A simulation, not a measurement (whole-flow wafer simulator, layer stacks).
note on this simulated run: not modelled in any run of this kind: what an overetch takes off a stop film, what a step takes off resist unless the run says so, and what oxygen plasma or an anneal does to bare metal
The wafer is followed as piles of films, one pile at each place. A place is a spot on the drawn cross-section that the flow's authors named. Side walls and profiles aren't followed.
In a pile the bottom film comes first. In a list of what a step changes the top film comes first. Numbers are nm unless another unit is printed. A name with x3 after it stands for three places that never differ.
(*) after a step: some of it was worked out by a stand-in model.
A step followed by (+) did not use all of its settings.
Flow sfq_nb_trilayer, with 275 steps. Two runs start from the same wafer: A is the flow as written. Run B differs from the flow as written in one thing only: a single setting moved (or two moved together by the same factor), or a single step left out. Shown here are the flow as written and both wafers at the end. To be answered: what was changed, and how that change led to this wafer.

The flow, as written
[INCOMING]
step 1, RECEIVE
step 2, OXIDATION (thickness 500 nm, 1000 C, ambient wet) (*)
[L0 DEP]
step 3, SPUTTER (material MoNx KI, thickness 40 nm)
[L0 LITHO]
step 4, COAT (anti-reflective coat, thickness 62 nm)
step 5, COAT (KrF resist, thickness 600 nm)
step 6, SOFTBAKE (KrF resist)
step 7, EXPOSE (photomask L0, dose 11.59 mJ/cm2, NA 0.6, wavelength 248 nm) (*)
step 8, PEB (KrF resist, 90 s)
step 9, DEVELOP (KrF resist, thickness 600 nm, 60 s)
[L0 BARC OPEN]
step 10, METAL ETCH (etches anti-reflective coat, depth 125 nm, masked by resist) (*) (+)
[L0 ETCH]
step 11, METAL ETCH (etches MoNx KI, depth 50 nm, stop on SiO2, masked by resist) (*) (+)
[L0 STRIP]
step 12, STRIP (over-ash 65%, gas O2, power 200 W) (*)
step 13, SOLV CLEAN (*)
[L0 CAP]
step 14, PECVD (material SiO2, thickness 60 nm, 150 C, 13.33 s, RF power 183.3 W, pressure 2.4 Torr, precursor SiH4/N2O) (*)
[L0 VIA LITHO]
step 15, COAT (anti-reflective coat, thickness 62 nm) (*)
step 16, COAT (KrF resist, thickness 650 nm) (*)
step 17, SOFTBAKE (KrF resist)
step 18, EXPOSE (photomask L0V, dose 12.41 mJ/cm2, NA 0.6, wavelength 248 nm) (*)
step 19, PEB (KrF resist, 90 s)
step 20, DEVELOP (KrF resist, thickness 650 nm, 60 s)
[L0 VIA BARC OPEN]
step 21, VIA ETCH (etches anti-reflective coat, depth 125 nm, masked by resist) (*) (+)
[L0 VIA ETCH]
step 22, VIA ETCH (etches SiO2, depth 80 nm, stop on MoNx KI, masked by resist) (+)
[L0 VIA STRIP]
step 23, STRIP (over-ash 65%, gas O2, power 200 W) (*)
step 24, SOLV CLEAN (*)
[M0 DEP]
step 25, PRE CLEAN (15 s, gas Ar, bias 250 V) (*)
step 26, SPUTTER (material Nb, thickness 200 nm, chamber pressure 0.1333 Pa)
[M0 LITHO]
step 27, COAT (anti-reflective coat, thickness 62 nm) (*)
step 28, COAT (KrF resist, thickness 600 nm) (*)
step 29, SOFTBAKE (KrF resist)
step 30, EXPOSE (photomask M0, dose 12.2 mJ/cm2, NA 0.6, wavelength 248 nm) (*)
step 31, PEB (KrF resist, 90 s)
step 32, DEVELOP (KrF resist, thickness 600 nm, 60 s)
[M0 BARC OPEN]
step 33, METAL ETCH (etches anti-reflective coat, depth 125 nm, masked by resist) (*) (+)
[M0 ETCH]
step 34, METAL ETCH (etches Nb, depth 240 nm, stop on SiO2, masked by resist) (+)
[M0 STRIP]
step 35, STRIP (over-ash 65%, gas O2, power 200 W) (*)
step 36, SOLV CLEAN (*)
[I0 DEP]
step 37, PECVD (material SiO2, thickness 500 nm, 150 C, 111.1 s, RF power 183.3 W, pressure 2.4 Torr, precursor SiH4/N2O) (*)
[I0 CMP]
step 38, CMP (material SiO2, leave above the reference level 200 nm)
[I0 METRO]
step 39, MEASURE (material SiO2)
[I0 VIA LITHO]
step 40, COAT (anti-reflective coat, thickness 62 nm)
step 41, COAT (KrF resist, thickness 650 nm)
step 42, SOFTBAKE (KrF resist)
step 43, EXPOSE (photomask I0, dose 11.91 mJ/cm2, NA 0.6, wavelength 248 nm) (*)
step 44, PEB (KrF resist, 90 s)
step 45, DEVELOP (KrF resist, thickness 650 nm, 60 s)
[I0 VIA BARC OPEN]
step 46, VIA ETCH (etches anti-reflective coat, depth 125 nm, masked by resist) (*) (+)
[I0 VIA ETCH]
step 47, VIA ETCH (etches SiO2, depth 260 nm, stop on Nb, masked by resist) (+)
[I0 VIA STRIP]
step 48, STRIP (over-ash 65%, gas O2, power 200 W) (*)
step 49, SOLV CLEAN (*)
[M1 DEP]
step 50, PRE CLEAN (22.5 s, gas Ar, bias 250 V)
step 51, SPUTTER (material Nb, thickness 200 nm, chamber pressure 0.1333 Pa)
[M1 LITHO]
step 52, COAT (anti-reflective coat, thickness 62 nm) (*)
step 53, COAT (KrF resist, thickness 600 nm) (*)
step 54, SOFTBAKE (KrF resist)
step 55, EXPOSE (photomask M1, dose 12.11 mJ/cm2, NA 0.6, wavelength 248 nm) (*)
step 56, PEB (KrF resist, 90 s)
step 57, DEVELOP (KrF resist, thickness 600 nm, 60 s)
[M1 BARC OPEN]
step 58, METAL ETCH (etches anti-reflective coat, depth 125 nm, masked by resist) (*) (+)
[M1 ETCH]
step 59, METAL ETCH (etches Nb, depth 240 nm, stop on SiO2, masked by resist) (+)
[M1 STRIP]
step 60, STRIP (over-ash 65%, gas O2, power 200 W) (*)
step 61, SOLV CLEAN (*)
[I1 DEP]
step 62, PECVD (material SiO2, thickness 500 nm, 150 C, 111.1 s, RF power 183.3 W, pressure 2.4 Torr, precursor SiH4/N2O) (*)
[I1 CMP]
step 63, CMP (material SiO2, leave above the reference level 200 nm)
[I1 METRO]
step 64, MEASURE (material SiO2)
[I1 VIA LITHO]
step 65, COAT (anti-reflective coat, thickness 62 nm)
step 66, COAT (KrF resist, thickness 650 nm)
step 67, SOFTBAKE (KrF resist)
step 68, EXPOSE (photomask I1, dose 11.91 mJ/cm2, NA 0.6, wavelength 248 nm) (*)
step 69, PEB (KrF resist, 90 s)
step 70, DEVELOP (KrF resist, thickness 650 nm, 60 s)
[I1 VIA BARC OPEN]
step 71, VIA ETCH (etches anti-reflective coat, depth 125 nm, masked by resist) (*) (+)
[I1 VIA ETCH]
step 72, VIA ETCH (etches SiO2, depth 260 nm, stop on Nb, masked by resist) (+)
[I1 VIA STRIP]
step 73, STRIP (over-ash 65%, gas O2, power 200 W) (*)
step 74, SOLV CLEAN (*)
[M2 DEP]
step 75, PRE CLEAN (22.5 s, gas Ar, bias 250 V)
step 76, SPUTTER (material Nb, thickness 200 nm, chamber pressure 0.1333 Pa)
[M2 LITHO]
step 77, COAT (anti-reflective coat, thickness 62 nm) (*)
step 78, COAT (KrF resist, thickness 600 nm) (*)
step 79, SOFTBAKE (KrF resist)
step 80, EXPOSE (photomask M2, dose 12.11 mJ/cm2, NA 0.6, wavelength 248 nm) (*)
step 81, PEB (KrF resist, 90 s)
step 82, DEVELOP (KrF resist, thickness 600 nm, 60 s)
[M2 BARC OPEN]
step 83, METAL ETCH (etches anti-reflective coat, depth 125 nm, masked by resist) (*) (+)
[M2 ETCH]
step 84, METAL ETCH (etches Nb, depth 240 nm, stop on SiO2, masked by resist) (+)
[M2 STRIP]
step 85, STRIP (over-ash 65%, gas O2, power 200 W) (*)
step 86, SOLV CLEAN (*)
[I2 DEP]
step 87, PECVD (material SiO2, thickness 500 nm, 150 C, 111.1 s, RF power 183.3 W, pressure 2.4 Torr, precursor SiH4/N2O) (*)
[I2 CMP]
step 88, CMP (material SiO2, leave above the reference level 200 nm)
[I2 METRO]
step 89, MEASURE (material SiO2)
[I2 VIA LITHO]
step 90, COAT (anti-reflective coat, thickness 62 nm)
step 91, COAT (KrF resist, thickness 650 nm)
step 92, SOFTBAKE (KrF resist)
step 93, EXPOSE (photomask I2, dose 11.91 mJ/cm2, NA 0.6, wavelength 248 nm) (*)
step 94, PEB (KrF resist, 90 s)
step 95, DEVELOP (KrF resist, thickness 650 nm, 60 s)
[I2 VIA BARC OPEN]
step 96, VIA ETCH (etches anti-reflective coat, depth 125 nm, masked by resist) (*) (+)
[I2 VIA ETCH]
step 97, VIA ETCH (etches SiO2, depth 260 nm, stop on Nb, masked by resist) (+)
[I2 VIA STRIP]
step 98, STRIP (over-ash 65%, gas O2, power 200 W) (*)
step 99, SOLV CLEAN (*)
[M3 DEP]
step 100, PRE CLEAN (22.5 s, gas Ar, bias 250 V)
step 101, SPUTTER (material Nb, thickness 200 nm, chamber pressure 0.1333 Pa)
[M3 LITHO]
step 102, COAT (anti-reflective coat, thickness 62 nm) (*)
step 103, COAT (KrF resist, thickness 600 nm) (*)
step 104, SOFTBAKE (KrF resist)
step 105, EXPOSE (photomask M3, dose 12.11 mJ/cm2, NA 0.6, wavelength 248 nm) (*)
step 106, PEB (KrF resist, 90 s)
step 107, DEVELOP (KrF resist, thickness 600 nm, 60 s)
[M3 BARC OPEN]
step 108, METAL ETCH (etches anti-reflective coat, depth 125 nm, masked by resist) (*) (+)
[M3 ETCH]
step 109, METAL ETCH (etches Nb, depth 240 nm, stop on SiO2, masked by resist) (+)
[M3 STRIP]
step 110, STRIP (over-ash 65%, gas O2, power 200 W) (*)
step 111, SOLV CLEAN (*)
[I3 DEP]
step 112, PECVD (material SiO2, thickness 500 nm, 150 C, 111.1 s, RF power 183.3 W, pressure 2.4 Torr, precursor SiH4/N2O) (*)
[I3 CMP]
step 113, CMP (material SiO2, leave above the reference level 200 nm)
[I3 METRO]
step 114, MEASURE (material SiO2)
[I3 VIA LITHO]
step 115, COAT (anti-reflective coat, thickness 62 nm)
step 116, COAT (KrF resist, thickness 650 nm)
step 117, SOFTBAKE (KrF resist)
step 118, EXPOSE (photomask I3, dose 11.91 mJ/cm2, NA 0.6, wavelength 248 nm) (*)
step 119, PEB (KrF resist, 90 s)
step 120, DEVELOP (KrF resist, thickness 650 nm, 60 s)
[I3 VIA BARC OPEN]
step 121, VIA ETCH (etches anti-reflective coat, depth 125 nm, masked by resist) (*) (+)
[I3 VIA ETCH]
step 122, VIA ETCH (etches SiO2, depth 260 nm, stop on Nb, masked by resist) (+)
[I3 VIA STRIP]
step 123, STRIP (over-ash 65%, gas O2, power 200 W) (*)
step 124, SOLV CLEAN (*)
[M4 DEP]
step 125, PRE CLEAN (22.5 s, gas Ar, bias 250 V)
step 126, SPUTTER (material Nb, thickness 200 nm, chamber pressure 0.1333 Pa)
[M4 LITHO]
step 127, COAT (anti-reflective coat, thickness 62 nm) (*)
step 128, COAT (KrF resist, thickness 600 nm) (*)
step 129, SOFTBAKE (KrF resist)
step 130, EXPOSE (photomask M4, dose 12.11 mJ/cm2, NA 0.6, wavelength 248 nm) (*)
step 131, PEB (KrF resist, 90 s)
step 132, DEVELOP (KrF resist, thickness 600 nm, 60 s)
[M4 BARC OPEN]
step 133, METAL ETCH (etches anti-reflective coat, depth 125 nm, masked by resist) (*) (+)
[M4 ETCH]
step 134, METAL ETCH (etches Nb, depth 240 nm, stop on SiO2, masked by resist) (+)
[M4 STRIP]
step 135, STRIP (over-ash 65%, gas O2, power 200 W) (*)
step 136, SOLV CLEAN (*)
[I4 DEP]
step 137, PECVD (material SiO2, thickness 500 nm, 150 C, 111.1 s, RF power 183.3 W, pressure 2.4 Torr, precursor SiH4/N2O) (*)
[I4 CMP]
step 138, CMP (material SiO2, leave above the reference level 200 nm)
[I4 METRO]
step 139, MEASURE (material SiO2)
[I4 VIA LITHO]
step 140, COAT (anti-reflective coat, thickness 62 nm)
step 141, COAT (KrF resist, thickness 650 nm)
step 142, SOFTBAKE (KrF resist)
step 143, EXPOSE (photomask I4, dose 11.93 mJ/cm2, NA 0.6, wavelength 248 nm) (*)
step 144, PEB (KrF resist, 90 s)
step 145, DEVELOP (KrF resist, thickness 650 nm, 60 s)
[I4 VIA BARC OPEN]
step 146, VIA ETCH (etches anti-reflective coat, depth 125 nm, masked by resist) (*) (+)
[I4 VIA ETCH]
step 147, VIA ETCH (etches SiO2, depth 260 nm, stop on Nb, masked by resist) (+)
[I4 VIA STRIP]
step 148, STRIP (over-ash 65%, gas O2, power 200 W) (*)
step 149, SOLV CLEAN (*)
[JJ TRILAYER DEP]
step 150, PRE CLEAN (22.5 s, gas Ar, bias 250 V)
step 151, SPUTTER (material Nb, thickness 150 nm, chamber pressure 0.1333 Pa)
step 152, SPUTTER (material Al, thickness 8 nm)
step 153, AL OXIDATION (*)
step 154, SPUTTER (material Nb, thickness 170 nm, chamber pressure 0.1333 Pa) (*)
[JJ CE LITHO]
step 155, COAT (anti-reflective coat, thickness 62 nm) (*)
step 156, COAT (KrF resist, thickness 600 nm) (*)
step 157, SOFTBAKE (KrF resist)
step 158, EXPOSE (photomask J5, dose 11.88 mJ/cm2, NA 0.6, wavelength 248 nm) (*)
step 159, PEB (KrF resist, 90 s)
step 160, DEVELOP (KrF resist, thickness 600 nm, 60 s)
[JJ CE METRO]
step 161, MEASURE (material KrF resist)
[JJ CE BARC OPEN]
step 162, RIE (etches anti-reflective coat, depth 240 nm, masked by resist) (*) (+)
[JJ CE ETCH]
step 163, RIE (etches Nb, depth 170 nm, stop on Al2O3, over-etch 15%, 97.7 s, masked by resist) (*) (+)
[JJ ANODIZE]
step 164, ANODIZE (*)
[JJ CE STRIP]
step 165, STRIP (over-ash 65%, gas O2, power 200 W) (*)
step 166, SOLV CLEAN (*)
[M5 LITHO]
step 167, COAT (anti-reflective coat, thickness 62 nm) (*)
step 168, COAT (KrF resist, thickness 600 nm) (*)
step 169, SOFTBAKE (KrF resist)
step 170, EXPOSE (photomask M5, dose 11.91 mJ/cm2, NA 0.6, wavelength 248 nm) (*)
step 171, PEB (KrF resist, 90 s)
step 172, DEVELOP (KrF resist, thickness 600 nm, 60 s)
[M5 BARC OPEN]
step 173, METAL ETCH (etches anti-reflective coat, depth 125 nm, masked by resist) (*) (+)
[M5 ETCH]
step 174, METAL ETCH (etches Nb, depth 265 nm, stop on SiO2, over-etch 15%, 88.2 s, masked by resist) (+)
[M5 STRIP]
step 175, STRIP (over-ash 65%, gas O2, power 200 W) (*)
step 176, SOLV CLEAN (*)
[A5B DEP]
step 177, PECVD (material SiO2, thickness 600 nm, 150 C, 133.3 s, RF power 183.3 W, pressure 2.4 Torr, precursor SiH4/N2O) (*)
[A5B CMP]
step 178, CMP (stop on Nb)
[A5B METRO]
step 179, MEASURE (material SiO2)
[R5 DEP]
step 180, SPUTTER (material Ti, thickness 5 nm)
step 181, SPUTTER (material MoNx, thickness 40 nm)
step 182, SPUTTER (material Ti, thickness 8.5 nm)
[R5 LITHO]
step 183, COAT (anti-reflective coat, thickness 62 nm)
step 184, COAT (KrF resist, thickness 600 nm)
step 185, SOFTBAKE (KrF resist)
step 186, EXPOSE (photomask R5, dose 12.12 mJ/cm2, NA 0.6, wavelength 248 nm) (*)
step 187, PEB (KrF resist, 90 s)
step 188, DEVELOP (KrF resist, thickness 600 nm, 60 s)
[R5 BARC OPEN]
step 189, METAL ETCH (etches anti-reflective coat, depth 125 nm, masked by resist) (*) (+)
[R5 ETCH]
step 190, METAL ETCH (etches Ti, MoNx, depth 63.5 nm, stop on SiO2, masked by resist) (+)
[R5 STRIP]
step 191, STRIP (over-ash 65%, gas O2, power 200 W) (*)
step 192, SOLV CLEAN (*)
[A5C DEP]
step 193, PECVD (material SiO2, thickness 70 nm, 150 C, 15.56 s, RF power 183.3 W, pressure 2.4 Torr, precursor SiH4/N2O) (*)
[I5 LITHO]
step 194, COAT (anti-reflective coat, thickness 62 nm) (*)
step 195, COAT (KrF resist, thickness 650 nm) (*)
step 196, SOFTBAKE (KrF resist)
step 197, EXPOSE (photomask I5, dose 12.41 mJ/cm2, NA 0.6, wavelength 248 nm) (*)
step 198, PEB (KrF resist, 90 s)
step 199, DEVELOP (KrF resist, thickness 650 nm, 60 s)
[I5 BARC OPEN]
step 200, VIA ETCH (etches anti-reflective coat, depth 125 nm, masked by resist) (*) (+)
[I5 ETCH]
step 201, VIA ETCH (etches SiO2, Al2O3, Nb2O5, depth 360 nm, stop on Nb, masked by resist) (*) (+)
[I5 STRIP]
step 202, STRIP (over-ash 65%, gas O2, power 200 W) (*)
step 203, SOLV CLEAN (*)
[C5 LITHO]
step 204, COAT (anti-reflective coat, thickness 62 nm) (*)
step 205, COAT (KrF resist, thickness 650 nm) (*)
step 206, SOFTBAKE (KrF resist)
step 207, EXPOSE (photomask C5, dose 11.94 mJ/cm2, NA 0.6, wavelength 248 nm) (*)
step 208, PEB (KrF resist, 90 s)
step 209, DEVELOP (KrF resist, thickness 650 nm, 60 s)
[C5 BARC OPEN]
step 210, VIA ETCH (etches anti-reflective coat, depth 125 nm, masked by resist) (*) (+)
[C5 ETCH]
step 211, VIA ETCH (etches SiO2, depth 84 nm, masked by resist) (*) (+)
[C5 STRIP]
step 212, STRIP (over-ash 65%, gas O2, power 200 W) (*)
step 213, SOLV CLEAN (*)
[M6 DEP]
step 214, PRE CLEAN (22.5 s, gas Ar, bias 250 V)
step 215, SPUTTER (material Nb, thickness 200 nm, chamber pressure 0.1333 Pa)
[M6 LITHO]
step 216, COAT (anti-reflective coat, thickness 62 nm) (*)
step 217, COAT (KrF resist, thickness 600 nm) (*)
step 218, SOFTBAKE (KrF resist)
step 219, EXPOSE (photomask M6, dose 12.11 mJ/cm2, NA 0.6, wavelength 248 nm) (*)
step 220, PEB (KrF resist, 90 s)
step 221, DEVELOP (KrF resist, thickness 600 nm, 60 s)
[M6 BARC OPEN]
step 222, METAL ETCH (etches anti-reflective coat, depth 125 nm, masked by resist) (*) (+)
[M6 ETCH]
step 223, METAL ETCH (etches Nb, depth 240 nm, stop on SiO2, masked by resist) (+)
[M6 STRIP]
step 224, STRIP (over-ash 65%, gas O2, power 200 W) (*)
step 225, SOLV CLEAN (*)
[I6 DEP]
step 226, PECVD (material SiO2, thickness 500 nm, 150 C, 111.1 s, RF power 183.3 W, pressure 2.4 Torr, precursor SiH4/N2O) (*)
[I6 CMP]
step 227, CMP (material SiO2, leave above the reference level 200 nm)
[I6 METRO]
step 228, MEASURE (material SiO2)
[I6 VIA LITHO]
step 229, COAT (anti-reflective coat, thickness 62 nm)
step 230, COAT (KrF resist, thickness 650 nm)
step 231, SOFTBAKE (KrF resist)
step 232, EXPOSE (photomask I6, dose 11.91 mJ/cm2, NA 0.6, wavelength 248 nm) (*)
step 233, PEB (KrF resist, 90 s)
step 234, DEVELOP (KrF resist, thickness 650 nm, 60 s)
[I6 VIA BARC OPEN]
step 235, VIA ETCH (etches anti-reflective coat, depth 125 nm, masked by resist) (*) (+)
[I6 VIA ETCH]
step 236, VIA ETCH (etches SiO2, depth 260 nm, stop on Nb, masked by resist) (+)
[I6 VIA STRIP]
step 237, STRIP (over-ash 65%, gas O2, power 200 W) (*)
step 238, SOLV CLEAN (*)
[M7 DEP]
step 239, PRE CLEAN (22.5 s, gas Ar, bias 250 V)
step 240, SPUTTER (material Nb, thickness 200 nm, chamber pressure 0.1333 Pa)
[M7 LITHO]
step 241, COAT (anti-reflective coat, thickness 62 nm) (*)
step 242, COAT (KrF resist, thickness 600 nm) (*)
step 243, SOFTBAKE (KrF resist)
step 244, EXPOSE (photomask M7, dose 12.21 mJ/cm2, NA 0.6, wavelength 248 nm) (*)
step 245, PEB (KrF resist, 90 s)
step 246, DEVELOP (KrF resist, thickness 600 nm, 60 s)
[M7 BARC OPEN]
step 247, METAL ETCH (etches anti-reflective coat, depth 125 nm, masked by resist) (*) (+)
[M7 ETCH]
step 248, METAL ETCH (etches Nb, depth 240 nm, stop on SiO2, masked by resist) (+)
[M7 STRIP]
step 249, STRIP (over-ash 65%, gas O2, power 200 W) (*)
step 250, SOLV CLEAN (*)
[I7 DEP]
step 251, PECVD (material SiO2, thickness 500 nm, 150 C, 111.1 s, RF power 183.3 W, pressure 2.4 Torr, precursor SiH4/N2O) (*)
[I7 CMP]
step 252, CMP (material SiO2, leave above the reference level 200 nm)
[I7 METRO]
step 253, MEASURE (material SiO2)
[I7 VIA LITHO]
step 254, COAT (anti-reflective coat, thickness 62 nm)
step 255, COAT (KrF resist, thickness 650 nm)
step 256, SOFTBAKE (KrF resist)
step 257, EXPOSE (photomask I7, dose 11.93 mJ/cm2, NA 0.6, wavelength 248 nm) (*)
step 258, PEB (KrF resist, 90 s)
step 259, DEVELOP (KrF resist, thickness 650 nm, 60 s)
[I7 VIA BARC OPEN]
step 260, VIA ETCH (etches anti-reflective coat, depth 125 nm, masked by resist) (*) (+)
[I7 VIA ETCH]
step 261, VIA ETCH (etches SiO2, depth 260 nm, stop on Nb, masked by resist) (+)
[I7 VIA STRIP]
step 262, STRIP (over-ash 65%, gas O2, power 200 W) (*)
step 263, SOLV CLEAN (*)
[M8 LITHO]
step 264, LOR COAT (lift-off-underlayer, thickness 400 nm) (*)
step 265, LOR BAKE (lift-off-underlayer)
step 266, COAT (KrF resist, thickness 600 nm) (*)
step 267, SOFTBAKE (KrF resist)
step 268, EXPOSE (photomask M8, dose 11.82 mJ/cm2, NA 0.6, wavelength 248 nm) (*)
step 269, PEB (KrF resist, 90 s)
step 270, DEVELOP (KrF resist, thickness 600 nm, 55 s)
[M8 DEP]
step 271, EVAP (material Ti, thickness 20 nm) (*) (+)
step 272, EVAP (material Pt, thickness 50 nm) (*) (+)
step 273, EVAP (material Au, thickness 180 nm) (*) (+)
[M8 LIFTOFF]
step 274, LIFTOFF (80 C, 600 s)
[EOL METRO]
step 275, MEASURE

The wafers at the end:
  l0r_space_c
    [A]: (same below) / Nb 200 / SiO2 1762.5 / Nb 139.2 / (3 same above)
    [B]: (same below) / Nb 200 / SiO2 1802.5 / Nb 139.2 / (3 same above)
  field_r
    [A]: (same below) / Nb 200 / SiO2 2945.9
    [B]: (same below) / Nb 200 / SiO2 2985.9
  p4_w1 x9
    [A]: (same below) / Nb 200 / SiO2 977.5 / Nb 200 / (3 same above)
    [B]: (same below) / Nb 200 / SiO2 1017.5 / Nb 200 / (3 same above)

The reason: step 38, CMP: leave above the reference level 240 nm was run, while the flow as written has leave above the reference level 200 nm.

How this came from the change, step by step:
  step 38, CMP (material SiO2, leave above the reference level 200 nm)
      v_sur, via_wl, via_w and 94 more: A -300 SiO2 | B -260 SiO2
      field_l, l0_sur, l0r_line_l, l0r_line_c, l0r_line_r: A -340 SiO2 | B -300 SiO2
      (also at 4 further places)
  step 47, VIA ETCH (etches SiO2, depth 260 nm, stop on Nb, masked by resist) (+)
      via_w: A -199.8 SiO2 (all of it) | B -239.8 SiO2 (all of it)
  step 51, SPUTTER (material Nb, thickness 200 nm, chamber pressure 0.1333 Pa)
      via_w: A +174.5 Nb | B +167.1 Nb
  step 52, COAT (anti-reflective coat, thickness 62 nm) (*)
      via_w: A +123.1 anti-reflective coat (new film) | B +131.6 anti-reflective coat (new film)
      via_wr: A +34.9 anti-reflective coat (new film) | B +33.3 anti-reflective coat (new film)
  step 53, COAT (KrF resist, thickness 600 nm) (*)
      via_w: A +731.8 KrF resist (new film) | B +764.3 KrF resist (new film)
  step 60, STRIP (over-ash 65%, gas O2, power 200 W) (*)
      via_w: A -513.8 KrF resist (all of it), -123.1 anti-reflective coat (all of it) | B -546.3 KrF resist (all of it), -131.6 anti-reflective coat (all of it)
      via_wr: A -384.4 KrF resist (all of it), -34.9 anti-reflective coat (all of it) | B -381.1 KrF resist (all of it), -33.3 anti-reflective coat (all of it)
  step 62, PECVD (material SiO2, thickness 500 nm, 150 C, 111.1 s, RF power 183.3 W, pressure 2.4 Torr, precursor SiH4/N2O) (*)
      via_w: A +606 SiO2 (new film) | B +653.5 SiO2 (new film)
